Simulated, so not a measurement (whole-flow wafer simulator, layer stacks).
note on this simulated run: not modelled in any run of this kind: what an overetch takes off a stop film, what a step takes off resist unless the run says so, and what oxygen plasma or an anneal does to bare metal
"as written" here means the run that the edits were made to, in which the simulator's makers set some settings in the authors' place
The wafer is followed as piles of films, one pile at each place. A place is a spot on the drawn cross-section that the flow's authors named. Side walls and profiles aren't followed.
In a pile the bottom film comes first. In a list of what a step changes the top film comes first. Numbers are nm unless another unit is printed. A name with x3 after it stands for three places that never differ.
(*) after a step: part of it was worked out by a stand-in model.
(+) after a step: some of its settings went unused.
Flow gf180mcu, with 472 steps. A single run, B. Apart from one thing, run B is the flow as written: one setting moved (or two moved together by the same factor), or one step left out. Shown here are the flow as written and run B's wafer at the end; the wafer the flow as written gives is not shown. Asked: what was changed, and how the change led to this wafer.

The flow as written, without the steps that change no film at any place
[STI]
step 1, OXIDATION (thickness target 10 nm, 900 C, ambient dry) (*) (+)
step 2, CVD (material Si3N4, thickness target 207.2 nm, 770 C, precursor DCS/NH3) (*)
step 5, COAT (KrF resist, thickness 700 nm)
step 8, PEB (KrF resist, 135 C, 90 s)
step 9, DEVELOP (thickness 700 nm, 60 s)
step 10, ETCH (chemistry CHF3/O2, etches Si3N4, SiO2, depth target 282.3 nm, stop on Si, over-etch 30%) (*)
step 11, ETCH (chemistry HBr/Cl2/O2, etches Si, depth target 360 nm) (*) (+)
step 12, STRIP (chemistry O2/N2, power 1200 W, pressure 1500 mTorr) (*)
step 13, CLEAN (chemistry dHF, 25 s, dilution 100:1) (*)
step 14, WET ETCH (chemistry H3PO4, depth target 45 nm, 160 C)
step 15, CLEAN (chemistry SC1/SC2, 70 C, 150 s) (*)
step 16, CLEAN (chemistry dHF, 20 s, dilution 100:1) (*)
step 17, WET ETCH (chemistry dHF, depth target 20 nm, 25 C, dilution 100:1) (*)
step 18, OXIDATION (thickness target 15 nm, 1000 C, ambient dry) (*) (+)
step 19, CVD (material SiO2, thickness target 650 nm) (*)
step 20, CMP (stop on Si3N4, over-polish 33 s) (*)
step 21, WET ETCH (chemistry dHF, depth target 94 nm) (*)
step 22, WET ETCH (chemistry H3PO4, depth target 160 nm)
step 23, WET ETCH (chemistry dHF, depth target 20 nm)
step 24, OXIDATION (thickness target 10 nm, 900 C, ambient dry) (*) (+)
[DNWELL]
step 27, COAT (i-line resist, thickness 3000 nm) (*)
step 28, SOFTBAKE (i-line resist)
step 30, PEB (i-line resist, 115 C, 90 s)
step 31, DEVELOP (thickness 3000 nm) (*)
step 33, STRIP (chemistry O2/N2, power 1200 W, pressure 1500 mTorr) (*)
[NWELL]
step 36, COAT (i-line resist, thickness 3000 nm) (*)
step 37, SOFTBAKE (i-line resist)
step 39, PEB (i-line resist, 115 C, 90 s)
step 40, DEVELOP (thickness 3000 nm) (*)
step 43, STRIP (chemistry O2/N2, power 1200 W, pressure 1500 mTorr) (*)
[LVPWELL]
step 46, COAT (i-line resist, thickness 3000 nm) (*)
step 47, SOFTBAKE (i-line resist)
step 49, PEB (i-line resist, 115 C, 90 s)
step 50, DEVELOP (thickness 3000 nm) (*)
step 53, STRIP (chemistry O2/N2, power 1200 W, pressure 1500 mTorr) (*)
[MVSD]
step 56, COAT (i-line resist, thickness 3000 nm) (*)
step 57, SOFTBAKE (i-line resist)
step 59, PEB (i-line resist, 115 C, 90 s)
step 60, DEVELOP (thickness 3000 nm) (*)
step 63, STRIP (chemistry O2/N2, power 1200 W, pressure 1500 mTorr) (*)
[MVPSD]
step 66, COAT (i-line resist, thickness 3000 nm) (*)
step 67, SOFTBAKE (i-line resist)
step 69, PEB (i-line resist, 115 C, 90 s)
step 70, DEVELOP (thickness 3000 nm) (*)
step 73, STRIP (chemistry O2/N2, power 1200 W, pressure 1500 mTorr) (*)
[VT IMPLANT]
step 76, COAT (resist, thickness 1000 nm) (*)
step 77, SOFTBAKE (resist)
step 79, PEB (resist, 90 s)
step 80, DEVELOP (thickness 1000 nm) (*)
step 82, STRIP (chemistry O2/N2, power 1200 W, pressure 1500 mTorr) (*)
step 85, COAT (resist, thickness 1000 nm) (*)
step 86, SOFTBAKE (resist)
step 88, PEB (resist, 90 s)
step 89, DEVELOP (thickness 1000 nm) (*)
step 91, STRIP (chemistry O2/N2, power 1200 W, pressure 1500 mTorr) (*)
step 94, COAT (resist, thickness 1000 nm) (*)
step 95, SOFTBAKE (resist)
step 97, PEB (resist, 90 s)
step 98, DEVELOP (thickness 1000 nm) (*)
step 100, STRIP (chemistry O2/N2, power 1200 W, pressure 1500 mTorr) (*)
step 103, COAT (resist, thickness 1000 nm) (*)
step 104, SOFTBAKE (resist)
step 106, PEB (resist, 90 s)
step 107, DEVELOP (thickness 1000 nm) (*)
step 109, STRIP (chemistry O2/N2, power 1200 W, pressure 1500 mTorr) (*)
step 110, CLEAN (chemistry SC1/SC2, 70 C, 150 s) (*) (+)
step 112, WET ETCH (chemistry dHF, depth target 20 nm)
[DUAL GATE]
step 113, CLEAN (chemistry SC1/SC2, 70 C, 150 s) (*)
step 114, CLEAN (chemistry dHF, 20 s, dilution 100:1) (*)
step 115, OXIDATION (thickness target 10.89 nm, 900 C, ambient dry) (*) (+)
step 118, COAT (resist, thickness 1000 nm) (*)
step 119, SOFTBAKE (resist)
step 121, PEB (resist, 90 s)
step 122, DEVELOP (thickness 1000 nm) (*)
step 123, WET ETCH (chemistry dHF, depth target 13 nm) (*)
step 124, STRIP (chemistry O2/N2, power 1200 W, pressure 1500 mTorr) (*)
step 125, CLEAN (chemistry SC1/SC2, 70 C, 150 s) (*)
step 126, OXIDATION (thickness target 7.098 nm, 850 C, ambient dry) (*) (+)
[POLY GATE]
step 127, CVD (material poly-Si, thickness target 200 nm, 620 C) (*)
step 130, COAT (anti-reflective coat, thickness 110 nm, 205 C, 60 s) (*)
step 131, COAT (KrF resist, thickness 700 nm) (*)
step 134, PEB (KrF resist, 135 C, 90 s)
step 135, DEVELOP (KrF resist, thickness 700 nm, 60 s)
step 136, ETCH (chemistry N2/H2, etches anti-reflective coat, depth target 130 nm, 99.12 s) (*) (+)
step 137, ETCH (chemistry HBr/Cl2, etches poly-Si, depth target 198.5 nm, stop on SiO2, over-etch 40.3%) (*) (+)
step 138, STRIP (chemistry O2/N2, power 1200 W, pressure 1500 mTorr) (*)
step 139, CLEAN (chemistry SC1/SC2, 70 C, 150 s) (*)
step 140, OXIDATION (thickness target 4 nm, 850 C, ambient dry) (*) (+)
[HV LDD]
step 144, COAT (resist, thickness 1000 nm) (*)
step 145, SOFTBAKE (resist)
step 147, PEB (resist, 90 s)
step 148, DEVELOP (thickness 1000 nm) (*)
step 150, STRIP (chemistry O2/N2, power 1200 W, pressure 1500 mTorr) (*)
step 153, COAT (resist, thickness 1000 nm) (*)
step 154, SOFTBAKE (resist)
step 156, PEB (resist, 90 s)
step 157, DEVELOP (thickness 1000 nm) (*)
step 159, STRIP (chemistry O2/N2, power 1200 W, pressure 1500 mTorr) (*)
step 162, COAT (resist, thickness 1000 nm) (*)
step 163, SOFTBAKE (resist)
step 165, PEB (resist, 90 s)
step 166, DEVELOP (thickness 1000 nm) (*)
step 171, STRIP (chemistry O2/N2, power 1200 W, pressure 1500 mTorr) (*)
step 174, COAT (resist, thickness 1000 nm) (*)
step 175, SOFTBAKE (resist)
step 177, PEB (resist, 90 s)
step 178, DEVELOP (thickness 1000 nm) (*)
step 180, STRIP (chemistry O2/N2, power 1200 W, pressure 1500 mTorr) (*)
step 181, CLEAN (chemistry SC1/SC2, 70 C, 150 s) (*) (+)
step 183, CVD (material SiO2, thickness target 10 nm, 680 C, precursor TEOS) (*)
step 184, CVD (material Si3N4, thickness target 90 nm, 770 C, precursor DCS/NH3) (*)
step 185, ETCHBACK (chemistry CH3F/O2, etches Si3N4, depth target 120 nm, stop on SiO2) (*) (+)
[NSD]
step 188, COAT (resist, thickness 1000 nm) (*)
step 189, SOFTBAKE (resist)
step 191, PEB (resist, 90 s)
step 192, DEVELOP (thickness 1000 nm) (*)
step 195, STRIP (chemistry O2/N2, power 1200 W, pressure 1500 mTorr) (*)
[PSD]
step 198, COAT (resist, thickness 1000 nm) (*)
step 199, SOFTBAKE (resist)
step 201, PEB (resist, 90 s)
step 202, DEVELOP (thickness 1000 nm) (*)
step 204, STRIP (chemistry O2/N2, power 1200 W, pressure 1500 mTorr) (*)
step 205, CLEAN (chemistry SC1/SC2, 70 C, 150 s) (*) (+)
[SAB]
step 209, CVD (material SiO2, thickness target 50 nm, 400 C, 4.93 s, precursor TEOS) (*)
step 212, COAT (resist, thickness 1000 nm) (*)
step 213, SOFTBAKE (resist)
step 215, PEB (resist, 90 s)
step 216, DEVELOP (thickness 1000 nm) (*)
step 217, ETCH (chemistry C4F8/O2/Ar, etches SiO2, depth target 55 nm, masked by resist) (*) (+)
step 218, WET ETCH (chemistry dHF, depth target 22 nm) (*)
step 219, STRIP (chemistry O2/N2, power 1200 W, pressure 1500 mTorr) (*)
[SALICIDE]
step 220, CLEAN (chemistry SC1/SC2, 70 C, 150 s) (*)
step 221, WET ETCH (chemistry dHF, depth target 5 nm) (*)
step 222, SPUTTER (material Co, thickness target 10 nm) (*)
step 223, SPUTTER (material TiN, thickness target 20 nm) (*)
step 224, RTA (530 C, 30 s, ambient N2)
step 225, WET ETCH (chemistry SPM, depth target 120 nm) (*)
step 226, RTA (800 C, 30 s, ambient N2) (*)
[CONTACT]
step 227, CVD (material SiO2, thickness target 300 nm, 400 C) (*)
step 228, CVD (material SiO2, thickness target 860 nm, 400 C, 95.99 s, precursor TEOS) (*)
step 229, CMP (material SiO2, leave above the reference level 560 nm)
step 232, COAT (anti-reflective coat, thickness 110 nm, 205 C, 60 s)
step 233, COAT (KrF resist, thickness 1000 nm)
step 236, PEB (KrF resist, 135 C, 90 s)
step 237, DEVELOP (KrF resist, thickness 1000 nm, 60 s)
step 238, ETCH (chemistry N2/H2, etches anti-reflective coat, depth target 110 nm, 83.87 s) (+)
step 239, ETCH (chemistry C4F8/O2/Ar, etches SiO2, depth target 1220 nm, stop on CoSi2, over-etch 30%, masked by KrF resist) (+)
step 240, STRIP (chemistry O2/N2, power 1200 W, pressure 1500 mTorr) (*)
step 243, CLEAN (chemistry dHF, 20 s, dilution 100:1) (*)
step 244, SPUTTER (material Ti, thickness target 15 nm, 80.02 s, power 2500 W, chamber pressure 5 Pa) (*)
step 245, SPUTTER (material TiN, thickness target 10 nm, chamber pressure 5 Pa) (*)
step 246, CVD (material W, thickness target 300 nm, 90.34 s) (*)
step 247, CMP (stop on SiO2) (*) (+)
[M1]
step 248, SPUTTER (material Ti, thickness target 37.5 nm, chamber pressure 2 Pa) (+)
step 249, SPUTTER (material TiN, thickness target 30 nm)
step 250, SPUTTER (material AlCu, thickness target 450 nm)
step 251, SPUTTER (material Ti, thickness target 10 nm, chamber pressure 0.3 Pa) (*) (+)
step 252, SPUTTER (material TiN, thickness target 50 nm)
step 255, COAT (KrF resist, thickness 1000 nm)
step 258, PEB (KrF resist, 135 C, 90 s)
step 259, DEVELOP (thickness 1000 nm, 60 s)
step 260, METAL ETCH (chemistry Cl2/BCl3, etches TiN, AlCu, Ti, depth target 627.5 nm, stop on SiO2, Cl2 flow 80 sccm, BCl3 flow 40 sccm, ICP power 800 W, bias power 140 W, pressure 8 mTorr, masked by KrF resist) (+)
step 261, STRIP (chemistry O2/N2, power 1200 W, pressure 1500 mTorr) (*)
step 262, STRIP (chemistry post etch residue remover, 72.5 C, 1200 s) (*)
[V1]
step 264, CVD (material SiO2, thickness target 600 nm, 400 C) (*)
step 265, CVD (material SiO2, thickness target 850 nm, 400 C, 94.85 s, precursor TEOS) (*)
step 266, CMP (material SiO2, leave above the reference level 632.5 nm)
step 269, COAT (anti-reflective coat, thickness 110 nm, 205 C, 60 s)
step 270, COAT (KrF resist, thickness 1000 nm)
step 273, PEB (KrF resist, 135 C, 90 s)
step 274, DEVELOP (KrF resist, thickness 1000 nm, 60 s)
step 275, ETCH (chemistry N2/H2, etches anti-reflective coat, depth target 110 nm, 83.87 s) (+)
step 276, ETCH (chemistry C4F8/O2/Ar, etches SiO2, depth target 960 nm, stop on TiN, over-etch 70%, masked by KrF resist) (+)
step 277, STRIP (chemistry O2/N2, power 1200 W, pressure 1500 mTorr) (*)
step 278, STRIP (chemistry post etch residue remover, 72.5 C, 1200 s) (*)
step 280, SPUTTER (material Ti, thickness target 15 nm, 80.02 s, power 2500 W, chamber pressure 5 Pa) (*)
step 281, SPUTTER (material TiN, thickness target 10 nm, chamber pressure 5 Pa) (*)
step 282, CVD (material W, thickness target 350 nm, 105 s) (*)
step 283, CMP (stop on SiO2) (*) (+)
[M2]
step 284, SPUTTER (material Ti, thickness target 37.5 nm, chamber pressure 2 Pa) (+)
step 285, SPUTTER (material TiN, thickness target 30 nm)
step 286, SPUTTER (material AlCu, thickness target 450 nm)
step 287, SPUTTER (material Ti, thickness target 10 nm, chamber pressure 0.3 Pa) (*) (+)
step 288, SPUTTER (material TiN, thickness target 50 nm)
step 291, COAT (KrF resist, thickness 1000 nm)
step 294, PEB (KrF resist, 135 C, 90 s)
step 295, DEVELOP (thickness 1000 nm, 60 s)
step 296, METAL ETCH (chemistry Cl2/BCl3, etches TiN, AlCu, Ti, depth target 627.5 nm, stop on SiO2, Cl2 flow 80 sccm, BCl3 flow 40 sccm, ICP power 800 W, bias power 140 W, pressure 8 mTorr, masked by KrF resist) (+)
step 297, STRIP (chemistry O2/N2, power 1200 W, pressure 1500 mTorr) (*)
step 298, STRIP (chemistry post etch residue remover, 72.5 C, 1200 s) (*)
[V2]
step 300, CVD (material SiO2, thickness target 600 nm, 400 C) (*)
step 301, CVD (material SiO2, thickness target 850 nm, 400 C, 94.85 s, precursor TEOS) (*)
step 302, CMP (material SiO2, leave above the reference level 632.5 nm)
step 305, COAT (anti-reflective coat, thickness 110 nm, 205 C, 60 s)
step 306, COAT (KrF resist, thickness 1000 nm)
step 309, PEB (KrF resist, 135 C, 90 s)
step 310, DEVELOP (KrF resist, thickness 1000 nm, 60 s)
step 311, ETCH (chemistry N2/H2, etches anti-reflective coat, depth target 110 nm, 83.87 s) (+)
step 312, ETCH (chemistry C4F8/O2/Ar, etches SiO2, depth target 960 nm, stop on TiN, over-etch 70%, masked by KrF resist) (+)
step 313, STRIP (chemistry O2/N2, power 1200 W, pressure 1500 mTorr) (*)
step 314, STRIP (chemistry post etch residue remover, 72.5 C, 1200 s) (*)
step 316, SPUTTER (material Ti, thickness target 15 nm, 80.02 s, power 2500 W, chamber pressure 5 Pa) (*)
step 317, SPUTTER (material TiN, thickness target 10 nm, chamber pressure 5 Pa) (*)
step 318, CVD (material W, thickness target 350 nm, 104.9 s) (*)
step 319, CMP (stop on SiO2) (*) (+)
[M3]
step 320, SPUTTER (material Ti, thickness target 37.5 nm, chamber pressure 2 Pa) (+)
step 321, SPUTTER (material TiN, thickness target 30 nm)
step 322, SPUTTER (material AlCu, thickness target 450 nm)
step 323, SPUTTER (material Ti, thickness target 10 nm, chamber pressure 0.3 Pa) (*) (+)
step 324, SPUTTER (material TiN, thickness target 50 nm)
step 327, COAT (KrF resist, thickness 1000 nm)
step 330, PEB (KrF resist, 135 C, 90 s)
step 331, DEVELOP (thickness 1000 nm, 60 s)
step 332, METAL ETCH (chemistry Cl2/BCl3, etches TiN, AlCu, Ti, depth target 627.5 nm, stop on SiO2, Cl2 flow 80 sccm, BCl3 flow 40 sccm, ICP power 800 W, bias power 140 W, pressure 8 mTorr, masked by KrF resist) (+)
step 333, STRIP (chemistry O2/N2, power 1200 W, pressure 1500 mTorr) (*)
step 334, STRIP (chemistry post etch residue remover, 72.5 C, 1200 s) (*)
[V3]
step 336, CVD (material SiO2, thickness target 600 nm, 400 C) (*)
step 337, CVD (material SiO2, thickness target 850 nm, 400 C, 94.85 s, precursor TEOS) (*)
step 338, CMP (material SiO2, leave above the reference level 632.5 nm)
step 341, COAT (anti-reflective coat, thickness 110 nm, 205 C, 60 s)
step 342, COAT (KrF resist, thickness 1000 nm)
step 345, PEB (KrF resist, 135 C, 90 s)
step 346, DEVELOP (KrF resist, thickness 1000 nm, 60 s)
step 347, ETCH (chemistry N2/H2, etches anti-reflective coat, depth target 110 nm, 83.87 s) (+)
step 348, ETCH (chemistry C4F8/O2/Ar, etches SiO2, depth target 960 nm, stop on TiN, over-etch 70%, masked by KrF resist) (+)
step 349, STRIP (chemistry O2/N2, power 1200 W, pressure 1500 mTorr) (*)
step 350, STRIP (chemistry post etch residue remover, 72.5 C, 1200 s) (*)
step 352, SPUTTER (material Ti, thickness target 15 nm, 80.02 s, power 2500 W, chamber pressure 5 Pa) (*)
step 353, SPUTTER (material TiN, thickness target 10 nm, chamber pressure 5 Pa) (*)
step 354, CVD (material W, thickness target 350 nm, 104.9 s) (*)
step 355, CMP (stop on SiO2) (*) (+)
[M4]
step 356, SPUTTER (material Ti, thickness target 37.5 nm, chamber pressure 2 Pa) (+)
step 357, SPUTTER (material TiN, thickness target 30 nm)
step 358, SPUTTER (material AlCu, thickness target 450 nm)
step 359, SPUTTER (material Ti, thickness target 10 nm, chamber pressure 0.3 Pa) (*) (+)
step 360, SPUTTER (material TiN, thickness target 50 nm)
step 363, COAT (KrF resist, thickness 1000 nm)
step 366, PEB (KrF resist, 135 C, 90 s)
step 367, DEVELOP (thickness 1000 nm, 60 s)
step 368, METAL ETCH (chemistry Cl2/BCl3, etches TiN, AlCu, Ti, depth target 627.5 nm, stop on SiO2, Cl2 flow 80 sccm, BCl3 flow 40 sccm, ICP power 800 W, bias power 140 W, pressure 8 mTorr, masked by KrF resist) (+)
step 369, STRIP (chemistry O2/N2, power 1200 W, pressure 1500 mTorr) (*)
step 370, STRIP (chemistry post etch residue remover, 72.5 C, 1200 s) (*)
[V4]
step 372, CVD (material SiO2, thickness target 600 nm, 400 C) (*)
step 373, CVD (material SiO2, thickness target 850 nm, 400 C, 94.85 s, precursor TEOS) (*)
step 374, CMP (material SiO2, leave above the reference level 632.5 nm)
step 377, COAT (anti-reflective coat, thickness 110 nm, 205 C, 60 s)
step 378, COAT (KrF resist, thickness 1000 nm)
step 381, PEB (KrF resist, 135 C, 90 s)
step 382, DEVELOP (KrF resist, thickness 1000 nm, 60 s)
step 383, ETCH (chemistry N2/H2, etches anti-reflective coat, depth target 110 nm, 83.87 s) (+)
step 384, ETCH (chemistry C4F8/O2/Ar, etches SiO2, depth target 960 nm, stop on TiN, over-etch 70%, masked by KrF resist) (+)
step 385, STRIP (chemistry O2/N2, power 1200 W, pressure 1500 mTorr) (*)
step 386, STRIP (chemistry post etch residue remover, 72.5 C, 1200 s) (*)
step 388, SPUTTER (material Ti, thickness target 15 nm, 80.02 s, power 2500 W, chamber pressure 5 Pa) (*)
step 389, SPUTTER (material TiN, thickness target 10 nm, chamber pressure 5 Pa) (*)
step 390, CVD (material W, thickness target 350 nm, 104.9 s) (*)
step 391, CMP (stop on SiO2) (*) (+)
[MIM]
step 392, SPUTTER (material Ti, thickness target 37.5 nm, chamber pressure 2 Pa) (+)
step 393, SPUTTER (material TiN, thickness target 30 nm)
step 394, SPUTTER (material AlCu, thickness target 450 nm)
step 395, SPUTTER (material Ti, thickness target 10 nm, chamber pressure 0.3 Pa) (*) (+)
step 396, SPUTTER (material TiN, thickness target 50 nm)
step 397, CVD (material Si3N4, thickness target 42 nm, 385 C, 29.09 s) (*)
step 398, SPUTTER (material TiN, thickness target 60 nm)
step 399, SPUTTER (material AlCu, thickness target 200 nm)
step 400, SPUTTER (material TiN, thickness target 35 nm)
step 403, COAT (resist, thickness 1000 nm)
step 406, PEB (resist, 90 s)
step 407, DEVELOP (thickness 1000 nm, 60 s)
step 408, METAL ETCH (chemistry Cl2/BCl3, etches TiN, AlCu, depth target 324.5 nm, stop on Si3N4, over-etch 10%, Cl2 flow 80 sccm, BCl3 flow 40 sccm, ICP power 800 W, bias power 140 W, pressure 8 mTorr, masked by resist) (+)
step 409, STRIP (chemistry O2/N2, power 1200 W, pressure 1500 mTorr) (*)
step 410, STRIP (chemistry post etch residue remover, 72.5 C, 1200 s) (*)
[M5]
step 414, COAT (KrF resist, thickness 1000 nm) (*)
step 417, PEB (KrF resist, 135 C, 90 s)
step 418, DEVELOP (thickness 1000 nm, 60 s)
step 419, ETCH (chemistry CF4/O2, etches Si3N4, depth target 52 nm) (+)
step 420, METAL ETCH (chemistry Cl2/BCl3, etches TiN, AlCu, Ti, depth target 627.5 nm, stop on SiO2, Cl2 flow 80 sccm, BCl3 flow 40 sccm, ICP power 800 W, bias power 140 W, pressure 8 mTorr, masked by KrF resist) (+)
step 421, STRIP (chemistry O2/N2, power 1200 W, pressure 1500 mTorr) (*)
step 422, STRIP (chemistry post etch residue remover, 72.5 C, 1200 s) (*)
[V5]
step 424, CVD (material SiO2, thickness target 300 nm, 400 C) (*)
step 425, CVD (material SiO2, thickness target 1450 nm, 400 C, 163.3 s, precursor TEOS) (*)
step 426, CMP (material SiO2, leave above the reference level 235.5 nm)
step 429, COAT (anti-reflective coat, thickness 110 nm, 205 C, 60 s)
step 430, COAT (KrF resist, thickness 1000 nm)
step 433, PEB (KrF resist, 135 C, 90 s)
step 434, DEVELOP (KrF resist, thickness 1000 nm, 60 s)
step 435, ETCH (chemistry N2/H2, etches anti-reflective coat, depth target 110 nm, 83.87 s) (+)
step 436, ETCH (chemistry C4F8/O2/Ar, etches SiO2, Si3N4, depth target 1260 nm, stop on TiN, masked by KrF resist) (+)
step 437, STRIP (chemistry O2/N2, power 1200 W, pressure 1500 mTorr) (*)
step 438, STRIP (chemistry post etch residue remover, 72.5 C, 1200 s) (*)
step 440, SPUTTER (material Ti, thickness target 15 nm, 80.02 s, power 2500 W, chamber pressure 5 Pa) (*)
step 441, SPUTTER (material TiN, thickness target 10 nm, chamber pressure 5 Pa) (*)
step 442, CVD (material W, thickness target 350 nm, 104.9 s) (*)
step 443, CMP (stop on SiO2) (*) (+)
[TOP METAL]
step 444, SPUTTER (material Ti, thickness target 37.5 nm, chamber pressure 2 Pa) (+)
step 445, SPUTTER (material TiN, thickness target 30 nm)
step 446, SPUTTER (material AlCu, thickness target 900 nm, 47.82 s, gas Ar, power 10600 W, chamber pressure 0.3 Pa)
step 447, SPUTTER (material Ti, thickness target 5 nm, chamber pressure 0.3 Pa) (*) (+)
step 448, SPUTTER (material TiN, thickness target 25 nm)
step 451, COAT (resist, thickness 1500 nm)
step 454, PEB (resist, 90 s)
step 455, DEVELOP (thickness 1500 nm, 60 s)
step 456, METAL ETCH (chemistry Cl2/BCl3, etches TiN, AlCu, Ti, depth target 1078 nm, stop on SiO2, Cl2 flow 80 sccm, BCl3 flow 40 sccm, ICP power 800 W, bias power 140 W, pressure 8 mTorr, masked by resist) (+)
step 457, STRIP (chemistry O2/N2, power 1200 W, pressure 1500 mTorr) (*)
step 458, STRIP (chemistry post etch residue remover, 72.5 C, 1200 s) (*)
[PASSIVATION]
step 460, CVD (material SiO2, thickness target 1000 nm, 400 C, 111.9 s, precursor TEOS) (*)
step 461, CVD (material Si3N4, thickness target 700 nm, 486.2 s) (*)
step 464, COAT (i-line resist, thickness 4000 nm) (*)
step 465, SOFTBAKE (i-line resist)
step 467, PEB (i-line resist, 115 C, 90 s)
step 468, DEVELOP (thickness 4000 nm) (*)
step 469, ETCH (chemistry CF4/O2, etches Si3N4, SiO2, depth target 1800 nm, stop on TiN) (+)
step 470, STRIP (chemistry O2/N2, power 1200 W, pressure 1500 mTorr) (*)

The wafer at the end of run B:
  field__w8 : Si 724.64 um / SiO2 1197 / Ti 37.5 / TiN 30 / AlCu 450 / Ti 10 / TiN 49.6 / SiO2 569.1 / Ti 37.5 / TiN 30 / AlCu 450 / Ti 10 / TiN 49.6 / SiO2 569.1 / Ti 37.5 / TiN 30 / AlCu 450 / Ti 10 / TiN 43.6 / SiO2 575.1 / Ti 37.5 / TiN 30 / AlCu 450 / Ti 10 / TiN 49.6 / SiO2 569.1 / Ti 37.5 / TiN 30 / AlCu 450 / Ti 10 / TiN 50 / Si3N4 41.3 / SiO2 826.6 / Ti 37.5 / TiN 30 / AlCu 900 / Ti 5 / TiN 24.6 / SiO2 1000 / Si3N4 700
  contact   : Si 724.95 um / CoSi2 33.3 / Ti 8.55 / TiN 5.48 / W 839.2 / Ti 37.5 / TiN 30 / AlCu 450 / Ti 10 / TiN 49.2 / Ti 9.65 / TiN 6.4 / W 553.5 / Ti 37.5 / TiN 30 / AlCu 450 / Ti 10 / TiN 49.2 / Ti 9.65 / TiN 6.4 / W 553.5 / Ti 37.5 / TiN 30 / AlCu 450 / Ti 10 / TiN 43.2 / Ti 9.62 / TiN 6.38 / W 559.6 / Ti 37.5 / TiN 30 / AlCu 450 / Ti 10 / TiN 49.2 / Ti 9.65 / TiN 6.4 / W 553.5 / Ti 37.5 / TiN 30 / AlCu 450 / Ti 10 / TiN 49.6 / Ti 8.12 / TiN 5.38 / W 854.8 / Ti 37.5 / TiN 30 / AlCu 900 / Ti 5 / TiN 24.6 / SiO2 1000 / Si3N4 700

What caused this: step 324, SPUTTER: thickness target 44 nm was run, whereas the flow has thickness target 50 nm.

How this came from the change, step by step:
  step 324, SPUTTER (material TiN, thickness target 50 nm)
      field, field__w1, field__w2 and 108 more: TiN gains 44 (new film) (in the flow as written it would be: TiN gains 50 (new film))
  step 332, METAL ETCH (chemistry Cl2/BCl3, etches TiN, AlCu, Ti, depth target 627.5 nm, stop on SiO2, Cl2 flow 80 sccm, BCl3 flow 40 sccm, ICP power 800 W, bias power 140 W, pressure 8 mTorr, masked by KrF resist) (+)
      field, field__w1, field__w2 and 103 more: TiN loses 44 (all of it), Ti loses 10 (all of it), AlCu loses 450 (all of it), TiN loses 30 (all of it), Ti loses 37.5 (all of it) (in the flow as written it would be: TiN loses 50 (all of it), Ti loses 10 (all of it), AlCu loses 450 (all of it), TiN loses 30 (all of it), Ti loses 37.5 (all of it))
